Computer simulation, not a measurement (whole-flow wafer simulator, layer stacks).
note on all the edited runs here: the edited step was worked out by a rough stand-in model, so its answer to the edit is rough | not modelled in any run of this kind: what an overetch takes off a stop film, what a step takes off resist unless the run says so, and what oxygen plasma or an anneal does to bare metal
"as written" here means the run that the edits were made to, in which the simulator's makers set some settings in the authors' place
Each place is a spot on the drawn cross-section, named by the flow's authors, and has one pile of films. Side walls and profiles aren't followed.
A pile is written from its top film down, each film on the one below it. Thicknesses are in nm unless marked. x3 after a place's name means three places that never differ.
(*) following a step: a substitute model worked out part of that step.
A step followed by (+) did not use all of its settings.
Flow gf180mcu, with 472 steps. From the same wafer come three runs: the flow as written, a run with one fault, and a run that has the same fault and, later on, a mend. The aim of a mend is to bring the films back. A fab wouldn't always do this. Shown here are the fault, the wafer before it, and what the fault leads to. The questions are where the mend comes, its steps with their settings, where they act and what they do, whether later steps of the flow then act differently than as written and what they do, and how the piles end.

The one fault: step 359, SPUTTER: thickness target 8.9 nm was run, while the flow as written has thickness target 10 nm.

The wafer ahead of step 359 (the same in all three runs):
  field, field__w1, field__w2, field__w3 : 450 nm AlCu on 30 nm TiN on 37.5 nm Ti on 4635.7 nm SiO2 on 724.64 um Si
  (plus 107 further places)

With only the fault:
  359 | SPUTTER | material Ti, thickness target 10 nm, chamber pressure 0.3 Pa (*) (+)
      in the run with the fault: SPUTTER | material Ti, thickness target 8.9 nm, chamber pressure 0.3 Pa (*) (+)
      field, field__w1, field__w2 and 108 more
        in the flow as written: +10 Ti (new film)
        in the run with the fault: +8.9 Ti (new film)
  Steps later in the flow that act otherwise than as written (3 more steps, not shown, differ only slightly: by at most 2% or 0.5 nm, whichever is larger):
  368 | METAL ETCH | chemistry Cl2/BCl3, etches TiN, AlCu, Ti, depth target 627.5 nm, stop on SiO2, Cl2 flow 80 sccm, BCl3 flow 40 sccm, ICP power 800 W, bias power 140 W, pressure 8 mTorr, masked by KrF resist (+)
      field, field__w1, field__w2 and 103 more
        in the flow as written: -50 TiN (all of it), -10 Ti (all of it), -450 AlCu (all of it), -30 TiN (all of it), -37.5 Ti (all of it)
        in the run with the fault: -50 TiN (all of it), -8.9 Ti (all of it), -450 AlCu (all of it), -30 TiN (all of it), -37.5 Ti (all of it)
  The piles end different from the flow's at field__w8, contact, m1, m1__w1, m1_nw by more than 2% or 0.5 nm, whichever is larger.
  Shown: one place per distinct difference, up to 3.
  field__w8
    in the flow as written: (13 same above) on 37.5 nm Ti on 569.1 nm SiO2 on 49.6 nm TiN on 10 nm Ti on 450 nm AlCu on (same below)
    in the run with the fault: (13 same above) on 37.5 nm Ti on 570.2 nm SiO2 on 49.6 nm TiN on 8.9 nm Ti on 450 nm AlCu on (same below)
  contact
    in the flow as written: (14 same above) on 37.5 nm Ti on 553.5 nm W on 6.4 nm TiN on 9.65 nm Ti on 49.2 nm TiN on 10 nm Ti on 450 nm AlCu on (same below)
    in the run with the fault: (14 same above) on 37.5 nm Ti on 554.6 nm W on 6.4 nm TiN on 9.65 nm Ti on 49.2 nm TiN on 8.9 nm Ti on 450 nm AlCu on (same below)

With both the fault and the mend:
  The mend follows step 359.
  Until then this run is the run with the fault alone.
  359a | SPUTTER | material Ti, thickness target 1.1 nm, chamber pressure 0.3 Pa (*) (+) (the flow's step 359 again, with other settings)
      field, field__w1, field__w2 and 108 more
        +1.1 Ti
  Later steps of the flow that are run all act as written at every place that is followed.
  By the end, the piles equal the flow's at every place that both follow.
